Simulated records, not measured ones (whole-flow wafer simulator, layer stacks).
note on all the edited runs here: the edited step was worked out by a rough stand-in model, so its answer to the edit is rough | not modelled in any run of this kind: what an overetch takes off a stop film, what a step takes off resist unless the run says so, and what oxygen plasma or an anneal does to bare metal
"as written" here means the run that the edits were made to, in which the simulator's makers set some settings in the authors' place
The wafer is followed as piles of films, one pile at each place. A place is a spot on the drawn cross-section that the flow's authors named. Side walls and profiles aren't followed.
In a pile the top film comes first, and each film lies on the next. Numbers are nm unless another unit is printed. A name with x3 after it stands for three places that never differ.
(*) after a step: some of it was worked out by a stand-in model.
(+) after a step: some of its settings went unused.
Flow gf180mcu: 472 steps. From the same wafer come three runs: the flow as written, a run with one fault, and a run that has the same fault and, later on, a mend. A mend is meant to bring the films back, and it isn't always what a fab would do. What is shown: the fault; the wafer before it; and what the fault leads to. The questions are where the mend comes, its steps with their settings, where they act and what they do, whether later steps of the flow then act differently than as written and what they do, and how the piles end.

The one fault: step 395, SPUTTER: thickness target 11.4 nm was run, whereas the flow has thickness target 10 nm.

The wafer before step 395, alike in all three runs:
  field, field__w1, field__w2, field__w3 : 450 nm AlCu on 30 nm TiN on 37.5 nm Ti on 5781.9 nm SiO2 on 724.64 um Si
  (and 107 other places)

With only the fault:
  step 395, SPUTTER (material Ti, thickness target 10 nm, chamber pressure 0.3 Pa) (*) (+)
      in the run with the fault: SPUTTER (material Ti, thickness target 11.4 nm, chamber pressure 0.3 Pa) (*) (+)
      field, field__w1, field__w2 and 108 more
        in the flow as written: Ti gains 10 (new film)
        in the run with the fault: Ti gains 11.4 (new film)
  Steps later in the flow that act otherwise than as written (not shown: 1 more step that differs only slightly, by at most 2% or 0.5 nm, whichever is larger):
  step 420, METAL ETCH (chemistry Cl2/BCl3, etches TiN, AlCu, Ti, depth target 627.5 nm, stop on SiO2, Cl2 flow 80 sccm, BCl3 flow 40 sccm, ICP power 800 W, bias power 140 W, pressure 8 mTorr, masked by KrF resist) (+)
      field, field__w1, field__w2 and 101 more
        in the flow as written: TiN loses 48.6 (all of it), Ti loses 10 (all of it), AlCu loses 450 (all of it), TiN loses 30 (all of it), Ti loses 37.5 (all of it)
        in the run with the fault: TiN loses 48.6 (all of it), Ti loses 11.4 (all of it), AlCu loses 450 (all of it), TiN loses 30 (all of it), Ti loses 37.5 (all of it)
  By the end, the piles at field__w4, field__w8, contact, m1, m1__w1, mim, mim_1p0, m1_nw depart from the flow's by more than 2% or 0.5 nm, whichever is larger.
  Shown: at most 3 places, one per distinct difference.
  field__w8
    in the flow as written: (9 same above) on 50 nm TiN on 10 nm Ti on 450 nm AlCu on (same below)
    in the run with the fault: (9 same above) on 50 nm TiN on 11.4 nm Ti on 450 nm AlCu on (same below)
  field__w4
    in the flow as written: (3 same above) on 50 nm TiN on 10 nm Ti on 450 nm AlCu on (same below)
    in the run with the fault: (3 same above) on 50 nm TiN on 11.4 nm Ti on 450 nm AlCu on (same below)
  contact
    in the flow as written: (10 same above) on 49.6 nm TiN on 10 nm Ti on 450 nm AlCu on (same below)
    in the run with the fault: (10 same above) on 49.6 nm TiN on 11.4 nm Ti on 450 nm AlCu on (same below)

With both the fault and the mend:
  The mend follows step 395.
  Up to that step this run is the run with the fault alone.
  step 395a, METAL ETCH (chemistry Cl2/BCl3, etches TiN, AlCu, Ti, depth target 1.4 nm, Cl2 flow 80 sccm, BCl3 flow 40 sccm, ICP power 800 W, bias power 140 W, pressure 8 mTorr) (a further turn of the flow's step 260, with different settings)
      field, field__w1, field__w2 and 108 more
        Ti loses 1.4
  None of the later steps of the flow acts differently than as written at any place that is followed.
  At every place that both follow, the piles at the end match the flow's.
